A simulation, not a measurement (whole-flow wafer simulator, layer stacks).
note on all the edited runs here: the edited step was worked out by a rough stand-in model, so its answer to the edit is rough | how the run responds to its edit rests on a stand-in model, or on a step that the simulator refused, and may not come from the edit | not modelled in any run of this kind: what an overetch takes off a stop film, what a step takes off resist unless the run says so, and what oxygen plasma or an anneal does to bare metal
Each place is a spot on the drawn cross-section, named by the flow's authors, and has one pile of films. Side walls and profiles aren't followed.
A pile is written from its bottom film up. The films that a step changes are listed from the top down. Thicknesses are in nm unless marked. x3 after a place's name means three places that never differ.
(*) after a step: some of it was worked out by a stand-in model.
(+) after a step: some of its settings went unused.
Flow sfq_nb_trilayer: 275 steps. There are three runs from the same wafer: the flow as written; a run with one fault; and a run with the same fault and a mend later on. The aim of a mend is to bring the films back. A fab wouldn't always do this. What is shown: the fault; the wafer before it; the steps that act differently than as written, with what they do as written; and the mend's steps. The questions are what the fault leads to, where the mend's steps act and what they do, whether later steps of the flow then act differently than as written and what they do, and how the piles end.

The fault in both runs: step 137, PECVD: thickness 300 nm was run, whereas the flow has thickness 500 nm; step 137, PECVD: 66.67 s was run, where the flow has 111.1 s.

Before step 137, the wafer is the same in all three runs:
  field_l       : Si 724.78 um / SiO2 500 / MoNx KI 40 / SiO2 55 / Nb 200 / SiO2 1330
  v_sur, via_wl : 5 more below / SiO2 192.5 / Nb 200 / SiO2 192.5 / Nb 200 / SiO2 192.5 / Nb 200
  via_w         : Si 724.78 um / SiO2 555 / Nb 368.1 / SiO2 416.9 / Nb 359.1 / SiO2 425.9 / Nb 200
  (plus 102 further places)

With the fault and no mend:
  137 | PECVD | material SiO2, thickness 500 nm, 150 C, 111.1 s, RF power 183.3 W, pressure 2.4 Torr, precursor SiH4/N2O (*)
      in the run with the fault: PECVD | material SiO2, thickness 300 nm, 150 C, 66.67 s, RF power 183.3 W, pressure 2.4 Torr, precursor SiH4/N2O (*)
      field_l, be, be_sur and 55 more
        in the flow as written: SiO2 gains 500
        in the run with the fault: SiO2 gains 300
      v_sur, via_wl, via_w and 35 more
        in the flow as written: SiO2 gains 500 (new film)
        in the run with the fault: SiO2 gains 300 (new film)
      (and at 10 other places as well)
  Steps further on in the flow that do not act as written (18 other steps are not shown; they differ only slightly, by no more than 2% or 0.5 nm, whichever is larger):
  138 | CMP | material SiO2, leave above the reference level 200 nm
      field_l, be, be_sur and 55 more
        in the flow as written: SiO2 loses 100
        in the run with the fault: nothing
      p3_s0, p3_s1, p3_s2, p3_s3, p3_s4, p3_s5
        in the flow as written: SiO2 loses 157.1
        in the run with the fault: nothing
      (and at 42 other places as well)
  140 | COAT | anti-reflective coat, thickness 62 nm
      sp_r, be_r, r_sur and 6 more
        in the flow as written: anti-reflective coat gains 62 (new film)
        in the run with the fault: anti-reflective coat gains 63.5 (new film)
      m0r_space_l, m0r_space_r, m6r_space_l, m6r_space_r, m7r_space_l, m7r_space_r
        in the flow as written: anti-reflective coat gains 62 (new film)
        in the run with the fault: anti-reflective coat gains 75.6 (new film)
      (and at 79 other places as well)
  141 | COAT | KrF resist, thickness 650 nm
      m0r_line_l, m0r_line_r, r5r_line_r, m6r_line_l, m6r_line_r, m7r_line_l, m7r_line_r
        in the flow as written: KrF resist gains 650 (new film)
        in the run with the fault: KrF resist gains 669.6 (new film)
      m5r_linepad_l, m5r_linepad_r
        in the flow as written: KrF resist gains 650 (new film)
        in the run with the fault: KrF resist gains 627.6 (new film)
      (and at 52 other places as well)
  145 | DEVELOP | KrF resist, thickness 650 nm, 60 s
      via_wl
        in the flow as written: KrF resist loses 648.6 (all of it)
        in the run with the fault: KrF resist loses 608.6 (all of it)
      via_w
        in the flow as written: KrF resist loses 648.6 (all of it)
        in the run with the fault: KrF resist loses 613.5 (all of it)
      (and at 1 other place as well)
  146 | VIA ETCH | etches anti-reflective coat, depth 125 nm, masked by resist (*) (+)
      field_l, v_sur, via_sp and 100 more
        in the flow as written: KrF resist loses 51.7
        in the run with the fault: KrF resist loses 45.2
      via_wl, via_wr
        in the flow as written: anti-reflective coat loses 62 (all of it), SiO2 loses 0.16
        in the run with the fault: anti-reflective coat loses 54.3 (all of it), SiO2 loses 0.14
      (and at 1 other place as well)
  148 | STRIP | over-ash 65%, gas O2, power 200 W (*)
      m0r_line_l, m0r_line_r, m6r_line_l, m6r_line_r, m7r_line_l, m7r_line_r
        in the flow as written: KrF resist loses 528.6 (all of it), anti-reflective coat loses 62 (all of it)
        in the run with the fault: KrF resist loses 554.6 (all of it), anti-reflective coat loses 63.5 (all of it)
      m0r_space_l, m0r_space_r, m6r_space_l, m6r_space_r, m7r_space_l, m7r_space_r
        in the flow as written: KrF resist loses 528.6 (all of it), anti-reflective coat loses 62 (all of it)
        in the run with the fault: KrF resist loses 546.9 (all of it), anti-reflective coat loses 75.6 (all of it)
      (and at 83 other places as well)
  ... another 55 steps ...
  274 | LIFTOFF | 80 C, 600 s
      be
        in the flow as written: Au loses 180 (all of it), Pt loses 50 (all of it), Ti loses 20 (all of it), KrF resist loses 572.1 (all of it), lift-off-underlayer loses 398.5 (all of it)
        in the run with the fault: Au loses 180 (all of it), Pt loses 50 (all of it), Ti loses 20 (all of it), KrF resist loses 613.3 (all of it), lift-off-underlayer loses 714.3 (all of it)
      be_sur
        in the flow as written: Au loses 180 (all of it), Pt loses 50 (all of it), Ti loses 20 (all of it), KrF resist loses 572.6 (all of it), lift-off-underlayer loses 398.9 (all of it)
        in the run with the fault: Au loses 180 (all of it), Pt loses 50 (all of it), Ti loses 20 (all of it), KrF resist loses 587.1 (all of it), lift-off-underlayer loses 366.6 (all of it)
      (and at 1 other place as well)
  By the end, the piles at via_v, be, be_sur and 38 more depart from the flow's by more than 2% or 0.5 nm, whichever is larger.
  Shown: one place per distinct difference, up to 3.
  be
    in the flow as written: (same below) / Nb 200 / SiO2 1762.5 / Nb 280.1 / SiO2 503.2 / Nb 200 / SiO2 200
    in the run with the fault: (same below) / Nb 200 / SiO2 1662.5 / Nb 131 / Nb2O5 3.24 / Nb 126.5 / SiO2 209.6 / Nb 120.3 / SiO2 314.4
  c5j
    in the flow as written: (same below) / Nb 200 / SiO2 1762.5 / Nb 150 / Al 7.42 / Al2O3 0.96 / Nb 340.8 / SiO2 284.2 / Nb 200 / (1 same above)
    in the run with the fault: (same below) / Nb 200 / SiO2 1662.5 / Nb 150 / Al 7.42 / Al2O3 0.96 / Nb 170 / SiO2 78.4 / Nb 183.3 / SiO2 293.3 / Nb 200 / (1 same above)
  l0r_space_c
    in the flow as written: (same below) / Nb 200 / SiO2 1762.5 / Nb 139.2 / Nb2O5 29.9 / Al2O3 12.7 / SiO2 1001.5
    in the run with the fault: (same below) / Nb 200 / SiO2 1662.5 / Nb 139.2 / Nb2O5 29.9 / Al2O3 12.7 / SiO2 1101.5

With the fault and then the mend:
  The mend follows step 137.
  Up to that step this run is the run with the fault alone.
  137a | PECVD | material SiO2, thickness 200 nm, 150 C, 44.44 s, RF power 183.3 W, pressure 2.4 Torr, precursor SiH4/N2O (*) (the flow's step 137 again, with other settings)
      field_l, v_sur, via_wl and 99 more
        SiO2 gains 200
      lsp_r, l0_sur, l0v
        SiO2 gains 196.9
      via_v
        SiO2 gains 177.1
  Steps further on in the flow that do not act as written (13 other steps are not shown; they differ only slightly, by no more than 2% or 0.5 nm, whichever is larger):
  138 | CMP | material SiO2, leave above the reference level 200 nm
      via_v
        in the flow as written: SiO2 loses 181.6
        in the run with the mend: nothing
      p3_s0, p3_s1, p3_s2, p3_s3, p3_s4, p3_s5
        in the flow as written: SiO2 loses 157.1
        in the run with the mend: SiO2 loses 100
  The piles end only slightly different from the flow's at the places that both follow, by no more than 2% or 0.5 nm, whichever is larger.
